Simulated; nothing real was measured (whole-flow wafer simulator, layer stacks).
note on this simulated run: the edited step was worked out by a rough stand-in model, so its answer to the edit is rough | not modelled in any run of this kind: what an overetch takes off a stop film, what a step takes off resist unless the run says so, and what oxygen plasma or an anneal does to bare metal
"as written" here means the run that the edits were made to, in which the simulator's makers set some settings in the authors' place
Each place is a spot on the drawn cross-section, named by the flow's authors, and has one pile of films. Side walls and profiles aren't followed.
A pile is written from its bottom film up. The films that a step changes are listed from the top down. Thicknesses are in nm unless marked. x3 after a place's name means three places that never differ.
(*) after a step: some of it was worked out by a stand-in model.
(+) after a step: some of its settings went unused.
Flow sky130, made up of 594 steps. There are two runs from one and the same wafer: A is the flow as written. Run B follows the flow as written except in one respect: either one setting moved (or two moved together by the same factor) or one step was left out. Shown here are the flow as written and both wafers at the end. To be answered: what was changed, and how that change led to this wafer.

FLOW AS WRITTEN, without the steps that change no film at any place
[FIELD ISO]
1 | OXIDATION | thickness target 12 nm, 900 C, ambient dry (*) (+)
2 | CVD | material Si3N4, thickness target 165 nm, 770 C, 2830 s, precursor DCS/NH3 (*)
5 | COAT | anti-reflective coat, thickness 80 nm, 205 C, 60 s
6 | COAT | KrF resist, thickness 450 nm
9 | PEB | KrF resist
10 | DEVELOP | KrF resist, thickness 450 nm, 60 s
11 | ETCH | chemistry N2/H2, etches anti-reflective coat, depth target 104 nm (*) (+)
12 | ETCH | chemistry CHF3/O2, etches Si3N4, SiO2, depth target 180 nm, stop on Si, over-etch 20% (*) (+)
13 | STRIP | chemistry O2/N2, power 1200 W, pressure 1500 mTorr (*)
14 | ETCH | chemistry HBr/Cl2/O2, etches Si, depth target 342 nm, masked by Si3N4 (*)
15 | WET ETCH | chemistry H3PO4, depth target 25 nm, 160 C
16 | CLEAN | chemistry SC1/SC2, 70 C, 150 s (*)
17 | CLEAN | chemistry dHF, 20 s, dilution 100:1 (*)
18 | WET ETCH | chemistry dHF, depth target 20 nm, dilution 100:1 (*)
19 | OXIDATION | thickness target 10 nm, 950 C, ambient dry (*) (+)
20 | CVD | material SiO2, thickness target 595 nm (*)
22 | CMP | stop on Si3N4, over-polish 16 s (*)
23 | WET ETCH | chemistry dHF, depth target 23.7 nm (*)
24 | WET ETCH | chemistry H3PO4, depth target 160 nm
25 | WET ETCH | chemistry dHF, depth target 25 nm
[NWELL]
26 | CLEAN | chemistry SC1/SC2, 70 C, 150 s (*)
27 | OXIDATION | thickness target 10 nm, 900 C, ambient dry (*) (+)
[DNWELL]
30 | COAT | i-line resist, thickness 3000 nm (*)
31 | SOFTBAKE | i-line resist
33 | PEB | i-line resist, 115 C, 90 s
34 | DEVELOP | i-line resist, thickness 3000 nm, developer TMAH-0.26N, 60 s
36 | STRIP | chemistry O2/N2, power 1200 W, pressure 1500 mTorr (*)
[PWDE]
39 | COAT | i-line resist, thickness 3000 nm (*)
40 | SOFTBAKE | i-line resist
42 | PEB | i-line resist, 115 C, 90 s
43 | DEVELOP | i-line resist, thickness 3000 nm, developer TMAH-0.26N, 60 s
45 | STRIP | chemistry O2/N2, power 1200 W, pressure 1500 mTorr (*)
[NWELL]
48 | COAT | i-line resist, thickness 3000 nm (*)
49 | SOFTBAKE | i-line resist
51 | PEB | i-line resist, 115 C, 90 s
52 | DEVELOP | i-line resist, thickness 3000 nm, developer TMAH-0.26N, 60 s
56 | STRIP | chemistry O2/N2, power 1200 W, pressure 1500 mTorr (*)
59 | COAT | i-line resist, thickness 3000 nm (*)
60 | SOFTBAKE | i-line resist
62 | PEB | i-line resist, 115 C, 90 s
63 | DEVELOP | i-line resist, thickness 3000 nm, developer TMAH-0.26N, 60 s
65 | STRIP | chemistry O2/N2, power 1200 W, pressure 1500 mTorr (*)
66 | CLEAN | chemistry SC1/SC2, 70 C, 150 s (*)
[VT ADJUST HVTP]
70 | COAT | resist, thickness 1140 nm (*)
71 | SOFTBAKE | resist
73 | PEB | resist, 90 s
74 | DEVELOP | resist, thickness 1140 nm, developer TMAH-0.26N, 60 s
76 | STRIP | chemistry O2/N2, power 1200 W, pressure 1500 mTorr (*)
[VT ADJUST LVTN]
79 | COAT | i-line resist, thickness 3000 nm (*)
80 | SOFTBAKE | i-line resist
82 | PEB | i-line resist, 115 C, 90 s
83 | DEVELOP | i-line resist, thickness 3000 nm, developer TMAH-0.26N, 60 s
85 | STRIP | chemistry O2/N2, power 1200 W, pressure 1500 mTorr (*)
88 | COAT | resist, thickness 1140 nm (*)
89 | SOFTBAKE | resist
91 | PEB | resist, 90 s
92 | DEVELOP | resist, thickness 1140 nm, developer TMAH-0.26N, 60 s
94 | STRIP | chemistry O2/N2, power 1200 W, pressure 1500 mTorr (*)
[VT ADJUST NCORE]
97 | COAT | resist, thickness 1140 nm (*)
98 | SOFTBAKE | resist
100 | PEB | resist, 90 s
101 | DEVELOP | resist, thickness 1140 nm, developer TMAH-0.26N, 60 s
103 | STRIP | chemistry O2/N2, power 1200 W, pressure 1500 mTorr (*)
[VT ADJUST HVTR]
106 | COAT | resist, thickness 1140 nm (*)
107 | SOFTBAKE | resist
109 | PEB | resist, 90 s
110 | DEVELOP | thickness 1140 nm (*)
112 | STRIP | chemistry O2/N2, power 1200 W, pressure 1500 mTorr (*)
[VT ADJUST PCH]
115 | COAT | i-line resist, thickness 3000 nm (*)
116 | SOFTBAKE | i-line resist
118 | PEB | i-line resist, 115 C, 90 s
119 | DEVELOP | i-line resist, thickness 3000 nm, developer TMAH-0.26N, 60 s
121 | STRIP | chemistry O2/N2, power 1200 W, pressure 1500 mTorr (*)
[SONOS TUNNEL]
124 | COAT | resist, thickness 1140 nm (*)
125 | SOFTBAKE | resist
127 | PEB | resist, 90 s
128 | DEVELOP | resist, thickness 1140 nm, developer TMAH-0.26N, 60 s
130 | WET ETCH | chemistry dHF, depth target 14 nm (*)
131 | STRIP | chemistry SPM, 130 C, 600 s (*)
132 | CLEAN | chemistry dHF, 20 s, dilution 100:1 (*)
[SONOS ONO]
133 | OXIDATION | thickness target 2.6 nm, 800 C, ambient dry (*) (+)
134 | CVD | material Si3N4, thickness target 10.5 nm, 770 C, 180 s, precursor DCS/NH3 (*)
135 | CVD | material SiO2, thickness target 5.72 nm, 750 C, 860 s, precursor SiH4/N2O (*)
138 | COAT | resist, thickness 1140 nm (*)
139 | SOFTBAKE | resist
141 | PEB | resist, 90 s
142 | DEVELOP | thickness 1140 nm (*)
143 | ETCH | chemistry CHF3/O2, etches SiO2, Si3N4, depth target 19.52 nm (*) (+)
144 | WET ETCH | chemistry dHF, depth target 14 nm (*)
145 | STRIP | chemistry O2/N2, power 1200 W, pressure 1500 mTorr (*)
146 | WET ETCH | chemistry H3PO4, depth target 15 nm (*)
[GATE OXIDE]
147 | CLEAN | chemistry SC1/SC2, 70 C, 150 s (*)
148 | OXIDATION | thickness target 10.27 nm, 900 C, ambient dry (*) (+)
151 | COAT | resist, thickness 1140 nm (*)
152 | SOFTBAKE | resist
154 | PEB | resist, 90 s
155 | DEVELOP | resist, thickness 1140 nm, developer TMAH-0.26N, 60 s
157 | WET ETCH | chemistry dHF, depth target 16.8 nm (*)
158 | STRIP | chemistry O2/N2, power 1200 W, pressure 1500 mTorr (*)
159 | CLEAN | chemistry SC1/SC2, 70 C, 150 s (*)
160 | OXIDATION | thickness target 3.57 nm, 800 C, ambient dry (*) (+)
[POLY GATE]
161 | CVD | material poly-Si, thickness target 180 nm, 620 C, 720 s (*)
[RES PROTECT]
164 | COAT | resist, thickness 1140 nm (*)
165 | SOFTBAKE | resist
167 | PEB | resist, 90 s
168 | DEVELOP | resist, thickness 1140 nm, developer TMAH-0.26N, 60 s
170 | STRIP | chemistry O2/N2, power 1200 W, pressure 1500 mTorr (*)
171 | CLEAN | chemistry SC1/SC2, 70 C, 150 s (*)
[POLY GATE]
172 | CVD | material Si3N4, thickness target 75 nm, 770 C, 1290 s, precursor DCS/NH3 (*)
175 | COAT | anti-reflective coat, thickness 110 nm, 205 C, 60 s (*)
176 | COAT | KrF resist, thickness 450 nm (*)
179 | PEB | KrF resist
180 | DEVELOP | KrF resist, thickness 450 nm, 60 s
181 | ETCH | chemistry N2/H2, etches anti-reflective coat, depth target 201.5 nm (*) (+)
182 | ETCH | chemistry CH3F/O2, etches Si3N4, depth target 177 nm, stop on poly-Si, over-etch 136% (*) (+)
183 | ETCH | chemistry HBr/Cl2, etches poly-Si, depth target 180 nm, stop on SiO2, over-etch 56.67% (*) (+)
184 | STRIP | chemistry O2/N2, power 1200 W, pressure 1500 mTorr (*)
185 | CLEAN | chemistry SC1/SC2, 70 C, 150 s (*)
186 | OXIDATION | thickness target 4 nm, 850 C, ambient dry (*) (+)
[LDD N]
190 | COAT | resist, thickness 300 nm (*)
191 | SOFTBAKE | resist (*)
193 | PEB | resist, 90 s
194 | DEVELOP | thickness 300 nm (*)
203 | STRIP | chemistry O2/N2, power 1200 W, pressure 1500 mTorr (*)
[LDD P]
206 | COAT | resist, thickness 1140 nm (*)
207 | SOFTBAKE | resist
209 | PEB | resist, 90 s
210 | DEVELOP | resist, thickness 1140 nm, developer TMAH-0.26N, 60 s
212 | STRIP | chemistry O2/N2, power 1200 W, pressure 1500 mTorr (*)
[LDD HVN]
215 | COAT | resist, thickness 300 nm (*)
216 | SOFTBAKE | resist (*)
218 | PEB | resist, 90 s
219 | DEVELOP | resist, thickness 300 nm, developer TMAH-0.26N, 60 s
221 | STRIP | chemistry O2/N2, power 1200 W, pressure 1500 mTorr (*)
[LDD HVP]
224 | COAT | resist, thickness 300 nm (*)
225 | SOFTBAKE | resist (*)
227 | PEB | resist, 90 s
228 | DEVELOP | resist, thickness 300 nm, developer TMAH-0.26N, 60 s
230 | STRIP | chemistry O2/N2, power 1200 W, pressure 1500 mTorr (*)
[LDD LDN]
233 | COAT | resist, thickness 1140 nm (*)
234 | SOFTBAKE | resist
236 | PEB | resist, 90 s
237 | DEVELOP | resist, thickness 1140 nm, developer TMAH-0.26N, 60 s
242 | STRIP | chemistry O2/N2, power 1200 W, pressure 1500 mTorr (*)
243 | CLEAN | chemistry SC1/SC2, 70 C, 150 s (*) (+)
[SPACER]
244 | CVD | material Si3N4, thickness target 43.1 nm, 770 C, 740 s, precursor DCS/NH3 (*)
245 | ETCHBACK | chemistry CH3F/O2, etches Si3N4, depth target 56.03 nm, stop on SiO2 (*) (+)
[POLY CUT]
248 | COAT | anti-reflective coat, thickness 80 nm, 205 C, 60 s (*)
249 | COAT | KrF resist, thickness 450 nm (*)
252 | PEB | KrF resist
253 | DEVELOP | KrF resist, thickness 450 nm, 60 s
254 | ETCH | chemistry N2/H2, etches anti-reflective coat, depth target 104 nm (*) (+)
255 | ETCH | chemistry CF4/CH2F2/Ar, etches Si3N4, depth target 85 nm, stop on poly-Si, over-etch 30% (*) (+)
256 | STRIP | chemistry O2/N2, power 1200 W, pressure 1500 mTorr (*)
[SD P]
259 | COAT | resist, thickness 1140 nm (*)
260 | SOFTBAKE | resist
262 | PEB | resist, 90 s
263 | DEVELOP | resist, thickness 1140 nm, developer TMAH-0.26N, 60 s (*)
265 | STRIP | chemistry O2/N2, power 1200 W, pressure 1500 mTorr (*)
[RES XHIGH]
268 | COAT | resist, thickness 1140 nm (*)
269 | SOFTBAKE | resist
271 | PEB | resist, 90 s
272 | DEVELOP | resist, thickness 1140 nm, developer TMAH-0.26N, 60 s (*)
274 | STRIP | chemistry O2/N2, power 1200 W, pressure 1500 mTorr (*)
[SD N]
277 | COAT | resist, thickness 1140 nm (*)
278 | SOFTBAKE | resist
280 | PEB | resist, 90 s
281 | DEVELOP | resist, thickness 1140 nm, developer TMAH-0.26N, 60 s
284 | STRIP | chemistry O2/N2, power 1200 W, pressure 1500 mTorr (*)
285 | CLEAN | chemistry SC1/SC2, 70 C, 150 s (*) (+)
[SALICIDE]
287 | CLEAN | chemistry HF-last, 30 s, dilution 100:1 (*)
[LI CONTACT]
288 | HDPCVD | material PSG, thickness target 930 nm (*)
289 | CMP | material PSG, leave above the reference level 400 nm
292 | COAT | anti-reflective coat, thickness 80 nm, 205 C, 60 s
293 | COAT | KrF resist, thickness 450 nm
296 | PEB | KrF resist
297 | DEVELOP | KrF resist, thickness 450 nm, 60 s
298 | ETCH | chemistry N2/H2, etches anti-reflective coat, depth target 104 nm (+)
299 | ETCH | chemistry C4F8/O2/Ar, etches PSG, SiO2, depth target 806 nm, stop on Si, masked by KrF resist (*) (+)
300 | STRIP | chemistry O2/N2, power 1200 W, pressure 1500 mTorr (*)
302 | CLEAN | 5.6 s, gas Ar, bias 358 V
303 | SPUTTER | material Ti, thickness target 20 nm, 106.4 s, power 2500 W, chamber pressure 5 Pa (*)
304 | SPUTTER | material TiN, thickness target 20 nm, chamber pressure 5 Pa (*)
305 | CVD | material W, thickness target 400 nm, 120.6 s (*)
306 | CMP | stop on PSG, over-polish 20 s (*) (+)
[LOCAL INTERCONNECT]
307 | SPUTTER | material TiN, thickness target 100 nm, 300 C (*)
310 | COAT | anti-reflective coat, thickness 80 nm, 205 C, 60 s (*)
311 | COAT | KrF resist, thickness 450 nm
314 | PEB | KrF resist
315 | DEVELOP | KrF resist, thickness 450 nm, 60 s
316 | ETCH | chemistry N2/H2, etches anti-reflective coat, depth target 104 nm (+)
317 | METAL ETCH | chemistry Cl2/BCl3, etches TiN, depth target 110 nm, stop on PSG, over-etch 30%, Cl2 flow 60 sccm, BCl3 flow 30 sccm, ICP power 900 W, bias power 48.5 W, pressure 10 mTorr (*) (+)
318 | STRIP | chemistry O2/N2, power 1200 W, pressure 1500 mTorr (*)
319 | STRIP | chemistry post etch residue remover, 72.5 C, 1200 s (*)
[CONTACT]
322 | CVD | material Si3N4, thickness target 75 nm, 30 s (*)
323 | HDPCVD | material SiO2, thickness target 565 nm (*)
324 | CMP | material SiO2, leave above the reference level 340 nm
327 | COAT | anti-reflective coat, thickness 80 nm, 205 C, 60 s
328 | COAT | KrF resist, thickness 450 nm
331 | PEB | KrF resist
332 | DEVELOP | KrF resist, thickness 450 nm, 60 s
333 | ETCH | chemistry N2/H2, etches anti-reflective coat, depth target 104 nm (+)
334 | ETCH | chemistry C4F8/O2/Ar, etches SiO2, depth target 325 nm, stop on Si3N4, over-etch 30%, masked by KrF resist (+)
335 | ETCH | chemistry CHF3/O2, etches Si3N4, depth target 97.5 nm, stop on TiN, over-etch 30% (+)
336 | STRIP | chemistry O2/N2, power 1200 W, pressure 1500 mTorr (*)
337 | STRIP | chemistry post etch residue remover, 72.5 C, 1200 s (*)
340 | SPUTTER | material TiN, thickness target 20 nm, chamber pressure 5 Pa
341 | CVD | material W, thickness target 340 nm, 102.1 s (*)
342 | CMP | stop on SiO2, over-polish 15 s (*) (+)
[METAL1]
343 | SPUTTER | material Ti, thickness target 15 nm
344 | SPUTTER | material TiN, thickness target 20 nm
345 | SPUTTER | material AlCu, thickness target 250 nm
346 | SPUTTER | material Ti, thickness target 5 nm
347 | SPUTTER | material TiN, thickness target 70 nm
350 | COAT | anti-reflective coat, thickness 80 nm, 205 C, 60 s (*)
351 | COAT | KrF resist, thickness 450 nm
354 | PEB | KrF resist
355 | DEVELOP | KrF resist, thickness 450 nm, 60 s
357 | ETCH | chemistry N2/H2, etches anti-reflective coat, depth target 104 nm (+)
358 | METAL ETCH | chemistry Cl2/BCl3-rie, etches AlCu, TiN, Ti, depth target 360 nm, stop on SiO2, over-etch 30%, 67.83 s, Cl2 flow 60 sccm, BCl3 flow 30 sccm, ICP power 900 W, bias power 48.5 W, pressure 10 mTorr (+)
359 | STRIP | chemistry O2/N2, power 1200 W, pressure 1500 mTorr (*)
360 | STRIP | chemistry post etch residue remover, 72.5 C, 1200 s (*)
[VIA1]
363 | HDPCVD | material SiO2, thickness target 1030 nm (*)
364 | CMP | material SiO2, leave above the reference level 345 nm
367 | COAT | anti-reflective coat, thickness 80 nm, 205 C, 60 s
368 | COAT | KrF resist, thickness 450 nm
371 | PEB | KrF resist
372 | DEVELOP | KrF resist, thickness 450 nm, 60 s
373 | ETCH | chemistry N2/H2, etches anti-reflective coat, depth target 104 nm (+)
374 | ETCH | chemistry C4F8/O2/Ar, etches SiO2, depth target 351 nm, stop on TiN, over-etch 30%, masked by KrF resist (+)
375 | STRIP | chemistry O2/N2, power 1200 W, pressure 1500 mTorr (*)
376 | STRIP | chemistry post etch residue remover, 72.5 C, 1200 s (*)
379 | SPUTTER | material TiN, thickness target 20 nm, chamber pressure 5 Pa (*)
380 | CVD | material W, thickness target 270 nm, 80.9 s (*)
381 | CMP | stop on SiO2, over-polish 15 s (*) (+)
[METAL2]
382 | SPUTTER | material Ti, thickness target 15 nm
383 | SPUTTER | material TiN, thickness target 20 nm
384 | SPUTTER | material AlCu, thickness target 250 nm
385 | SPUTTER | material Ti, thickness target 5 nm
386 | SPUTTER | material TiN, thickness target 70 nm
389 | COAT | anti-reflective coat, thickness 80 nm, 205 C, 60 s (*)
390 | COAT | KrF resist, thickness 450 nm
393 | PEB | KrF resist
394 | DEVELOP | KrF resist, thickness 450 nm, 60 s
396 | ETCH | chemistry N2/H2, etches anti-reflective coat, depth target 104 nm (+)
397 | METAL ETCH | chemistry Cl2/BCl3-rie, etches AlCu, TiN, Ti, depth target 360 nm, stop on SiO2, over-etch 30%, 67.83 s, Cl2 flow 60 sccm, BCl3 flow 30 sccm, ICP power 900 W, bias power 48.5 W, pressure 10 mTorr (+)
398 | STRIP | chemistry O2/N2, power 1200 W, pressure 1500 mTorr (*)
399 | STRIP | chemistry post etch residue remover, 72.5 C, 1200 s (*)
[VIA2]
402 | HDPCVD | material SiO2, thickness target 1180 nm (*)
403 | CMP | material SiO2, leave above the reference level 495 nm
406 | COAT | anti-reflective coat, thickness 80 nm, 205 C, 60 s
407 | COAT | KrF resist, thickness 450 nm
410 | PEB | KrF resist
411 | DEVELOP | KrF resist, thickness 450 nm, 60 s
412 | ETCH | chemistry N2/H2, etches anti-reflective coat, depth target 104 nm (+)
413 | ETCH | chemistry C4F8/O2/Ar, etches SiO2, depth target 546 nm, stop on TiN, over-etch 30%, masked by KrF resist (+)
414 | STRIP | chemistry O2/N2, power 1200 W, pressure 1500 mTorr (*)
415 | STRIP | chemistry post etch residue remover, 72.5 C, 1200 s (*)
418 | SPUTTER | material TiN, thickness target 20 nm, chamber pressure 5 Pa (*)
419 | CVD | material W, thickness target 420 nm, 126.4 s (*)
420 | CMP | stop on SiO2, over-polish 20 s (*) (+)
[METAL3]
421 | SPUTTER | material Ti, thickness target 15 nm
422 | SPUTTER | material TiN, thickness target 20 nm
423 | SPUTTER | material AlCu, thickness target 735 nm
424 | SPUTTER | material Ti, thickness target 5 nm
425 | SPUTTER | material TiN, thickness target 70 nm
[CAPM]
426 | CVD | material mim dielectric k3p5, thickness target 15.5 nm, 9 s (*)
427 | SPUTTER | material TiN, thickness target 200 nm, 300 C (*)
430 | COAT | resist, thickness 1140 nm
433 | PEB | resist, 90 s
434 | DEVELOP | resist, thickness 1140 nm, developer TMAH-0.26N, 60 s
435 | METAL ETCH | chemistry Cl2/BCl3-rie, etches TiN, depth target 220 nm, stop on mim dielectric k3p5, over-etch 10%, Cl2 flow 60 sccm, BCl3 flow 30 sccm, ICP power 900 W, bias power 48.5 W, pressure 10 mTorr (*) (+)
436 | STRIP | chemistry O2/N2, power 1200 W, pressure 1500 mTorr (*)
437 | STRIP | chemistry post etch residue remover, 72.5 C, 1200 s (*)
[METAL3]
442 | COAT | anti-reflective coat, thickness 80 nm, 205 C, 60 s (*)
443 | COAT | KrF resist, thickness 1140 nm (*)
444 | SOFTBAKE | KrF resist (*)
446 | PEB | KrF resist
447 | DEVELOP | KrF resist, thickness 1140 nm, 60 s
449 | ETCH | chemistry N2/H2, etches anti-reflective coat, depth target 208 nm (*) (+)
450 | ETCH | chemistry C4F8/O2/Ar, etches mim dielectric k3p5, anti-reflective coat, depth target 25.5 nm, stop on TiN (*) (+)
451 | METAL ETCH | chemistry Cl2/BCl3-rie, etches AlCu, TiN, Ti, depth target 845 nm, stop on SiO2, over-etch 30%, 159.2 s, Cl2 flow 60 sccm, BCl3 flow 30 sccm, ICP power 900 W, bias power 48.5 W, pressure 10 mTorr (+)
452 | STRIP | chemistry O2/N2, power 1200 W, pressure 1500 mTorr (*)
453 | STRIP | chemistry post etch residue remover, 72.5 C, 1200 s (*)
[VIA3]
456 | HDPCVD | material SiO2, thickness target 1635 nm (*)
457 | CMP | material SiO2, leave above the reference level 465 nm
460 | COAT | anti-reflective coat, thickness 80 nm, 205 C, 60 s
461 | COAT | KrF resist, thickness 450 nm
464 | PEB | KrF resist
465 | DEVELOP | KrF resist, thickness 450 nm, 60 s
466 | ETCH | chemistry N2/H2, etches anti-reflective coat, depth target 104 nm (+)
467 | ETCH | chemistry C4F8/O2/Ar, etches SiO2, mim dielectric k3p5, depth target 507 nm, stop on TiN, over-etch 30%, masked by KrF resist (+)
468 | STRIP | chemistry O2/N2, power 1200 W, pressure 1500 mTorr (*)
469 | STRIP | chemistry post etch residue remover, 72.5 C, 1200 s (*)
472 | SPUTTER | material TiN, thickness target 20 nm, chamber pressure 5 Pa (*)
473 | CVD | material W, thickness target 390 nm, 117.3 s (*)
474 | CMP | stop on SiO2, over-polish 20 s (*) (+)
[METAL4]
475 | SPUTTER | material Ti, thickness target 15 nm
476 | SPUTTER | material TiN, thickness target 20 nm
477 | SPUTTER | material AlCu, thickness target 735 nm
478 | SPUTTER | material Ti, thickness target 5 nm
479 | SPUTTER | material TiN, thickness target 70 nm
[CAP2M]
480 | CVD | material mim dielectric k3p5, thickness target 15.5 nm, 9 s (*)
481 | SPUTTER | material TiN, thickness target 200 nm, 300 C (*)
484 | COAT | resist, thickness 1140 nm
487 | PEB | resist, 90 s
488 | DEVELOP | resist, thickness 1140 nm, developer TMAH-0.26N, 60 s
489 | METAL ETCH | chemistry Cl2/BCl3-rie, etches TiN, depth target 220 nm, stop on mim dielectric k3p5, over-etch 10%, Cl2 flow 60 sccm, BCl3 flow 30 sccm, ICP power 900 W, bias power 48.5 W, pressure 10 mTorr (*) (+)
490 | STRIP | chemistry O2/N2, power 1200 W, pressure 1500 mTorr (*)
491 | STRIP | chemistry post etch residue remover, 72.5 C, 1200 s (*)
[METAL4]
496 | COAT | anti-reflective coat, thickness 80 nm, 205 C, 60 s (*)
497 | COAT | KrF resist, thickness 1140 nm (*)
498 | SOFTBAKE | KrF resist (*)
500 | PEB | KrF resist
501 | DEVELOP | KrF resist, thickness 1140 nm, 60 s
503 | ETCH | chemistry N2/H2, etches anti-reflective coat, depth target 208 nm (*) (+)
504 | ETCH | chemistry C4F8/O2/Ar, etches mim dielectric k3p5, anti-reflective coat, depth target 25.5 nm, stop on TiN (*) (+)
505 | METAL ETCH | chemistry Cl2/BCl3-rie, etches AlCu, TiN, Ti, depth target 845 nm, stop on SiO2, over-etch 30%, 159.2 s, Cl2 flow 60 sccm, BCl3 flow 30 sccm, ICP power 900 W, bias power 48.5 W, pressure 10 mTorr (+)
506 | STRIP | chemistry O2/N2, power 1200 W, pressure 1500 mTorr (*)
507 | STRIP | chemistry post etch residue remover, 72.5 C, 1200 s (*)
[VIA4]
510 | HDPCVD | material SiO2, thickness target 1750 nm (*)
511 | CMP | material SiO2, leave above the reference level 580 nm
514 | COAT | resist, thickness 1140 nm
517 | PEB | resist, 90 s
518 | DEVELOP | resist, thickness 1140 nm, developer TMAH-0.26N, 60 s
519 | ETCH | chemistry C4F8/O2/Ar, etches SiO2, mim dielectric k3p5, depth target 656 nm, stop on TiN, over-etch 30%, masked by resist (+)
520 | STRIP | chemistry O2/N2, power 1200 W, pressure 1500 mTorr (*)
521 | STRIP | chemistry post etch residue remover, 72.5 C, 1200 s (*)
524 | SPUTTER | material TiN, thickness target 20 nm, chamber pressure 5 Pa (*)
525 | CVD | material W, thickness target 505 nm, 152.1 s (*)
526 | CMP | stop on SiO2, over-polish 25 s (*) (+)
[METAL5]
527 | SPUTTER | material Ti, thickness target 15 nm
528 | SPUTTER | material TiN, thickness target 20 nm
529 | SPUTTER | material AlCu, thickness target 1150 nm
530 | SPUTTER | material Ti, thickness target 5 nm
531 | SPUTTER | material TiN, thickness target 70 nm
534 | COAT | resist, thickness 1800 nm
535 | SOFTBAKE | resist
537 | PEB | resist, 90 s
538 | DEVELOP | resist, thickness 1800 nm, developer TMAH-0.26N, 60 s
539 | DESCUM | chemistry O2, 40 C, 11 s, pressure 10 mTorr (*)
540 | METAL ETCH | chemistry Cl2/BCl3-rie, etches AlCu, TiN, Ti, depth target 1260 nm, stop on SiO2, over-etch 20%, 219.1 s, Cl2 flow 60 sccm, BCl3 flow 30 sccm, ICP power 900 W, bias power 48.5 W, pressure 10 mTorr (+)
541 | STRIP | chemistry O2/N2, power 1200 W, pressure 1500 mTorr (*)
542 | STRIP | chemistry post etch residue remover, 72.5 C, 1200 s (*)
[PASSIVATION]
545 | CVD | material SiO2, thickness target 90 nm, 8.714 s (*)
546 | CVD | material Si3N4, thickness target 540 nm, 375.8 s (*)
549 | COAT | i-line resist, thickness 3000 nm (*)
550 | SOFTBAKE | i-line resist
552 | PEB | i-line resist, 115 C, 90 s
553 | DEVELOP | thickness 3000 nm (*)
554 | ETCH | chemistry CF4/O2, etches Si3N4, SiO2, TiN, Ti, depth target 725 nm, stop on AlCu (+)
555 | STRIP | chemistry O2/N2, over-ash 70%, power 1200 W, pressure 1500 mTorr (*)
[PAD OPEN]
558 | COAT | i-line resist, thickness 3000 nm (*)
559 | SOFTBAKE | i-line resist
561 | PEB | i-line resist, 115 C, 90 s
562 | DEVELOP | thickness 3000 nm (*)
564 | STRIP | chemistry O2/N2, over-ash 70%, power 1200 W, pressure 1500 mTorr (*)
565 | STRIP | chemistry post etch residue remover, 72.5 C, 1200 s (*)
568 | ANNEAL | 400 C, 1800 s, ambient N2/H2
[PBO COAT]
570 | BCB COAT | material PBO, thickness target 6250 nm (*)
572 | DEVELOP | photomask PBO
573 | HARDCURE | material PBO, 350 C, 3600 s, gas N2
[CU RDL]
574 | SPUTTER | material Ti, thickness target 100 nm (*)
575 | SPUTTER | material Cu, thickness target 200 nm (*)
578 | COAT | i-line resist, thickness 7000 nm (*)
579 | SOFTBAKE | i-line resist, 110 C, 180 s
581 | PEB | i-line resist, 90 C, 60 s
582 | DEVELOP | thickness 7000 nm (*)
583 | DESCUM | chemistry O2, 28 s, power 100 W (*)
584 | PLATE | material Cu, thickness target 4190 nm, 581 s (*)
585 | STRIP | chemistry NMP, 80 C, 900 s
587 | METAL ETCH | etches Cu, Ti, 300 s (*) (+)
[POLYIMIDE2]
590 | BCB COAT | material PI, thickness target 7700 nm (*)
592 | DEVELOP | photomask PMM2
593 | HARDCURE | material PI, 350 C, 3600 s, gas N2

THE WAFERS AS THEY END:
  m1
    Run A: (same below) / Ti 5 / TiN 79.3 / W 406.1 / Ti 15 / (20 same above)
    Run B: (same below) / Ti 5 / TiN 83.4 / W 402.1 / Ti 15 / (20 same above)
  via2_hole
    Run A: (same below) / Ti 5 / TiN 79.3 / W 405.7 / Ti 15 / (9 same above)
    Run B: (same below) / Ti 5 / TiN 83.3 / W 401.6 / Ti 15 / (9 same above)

Cause: step 418, SPUTTER: thickness target 28 nm was run, though the flow has thickness target 20 nm.

The path from the change to this, step by step:
  418 | SPUTTER | material TiN, thickness target 20 nm, chamber pressure 5 Pa (*)
      field, active, n_well and 186 more: A +20 TiN (new film) | B +28 TiN (new film)
      m1, via2_hole: A +10.2 TiN | B +14.2 TiN
  420 | CMP | stop on SiO2, over-polish 20 s (*) (+)
      field, active, n_well and 186 more: A -420 W (all of it), -20 TiN (all of it), -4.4 SiO2 | B -420 W (all of it), -28 TiN (all of it), -4.4 SiO2
